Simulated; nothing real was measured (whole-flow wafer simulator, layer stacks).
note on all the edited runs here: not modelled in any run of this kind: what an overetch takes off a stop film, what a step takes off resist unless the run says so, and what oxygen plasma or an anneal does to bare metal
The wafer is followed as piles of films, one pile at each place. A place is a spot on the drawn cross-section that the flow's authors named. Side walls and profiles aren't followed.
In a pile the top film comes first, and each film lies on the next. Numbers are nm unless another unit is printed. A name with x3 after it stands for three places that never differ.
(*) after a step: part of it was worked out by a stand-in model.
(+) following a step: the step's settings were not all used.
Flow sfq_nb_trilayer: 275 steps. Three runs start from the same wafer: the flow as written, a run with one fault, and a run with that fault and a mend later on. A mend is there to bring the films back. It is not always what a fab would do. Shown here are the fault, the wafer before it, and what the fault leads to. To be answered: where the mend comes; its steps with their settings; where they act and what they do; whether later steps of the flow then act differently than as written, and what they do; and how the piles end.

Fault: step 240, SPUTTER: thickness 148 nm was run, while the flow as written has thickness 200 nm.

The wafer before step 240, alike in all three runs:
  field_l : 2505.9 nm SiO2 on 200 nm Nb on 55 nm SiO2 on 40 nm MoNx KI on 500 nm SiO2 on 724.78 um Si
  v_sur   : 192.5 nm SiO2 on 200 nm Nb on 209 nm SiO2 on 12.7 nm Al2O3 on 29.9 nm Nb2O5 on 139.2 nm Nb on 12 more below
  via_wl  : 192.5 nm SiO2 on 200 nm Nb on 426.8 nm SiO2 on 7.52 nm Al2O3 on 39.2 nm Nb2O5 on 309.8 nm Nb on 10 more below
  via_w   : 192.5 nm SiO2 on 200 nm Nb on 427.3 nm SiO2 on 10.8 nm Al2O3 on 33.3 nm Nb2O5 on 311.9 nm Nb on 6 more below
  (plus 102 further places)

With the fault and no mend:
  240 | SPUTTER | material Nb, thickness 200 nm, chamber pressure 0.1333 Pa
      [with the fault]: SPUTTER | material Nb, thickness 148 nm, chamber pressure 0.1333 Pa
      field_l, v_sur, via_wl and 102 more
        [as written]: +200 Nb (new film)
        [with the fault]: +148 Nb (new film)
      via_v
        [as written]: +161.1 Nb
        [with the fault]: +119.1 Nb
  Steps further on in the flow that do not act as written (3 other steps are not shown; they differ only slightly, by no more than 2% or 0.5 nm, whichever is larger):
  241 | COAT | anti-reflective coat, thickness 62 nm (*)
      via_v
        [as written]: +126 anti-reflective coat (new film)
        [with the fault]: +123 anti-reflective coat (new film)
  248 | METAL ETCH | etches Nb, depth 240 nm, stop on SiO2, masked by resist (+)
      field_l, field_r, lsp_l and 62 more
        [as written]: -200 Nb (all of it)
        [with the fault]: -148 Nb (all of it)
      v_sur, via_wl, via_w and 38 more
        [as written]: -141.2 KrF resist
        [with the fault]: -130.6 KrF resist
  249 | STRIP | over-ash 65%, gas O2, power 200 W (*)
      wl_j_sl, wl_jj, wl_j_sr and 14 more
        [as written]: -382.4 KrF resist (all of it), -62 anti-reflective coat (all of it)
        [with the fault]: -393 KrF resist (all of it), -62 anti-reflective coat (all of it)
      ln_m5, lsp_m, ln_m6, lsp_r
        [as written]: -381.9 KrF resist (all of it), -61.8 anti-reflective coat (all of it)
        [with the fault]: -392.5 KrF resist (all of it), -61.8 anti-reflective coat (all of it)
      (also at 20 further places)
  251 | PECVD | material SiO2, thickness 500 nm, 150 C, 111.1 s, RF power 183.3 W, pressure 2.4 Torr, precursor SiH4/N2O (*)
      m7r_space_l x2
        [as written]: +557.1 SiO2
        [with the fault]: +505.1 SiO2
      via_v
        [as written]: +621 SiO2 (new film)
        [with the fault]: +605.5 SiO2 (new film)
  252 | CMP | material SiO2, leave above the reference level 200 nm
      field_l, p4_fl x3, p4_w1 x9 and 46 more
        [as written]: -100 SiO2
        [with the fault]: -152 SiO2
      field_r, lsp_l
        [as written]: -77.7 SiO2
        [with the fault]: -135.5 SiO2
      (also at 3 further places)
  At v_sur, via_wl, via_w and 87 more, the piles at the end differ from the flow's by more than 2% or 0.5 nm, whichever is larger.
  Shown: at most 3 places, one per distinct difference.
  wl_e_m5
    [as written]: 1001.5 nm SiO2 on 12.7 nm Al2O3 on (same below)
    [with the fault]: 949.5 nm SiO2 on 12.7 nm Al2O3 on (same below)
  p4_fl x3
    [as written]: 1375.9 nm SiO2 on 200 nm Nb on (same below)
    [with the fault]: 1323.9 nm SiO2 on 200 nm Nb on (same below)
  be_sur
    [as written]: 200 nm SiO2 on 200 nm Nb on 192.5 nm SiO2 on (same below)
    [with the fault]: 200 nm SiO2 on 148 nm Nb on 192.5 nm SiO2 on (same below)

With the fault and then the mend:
  The mend follows step 240.
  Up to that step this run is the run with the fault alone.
  240a | SPUTTER | material Nb, thickness 52 nm, chamber pressure 0.1333 Pa (the flow's step 240, run once more with other settings)
      field_l, v_sur, via_wl and 102 more
        +52 Nb
      via_v
        +38.6 Nb
  Every later step of the flow that is run acts as written, at every place that is followed, to within 2% or 0.5 nm, whichever is larger.
  At the end the piles are close to the flow's at the places that both follow, differing by at most 2% or 0.5 nm, whichever is larger.
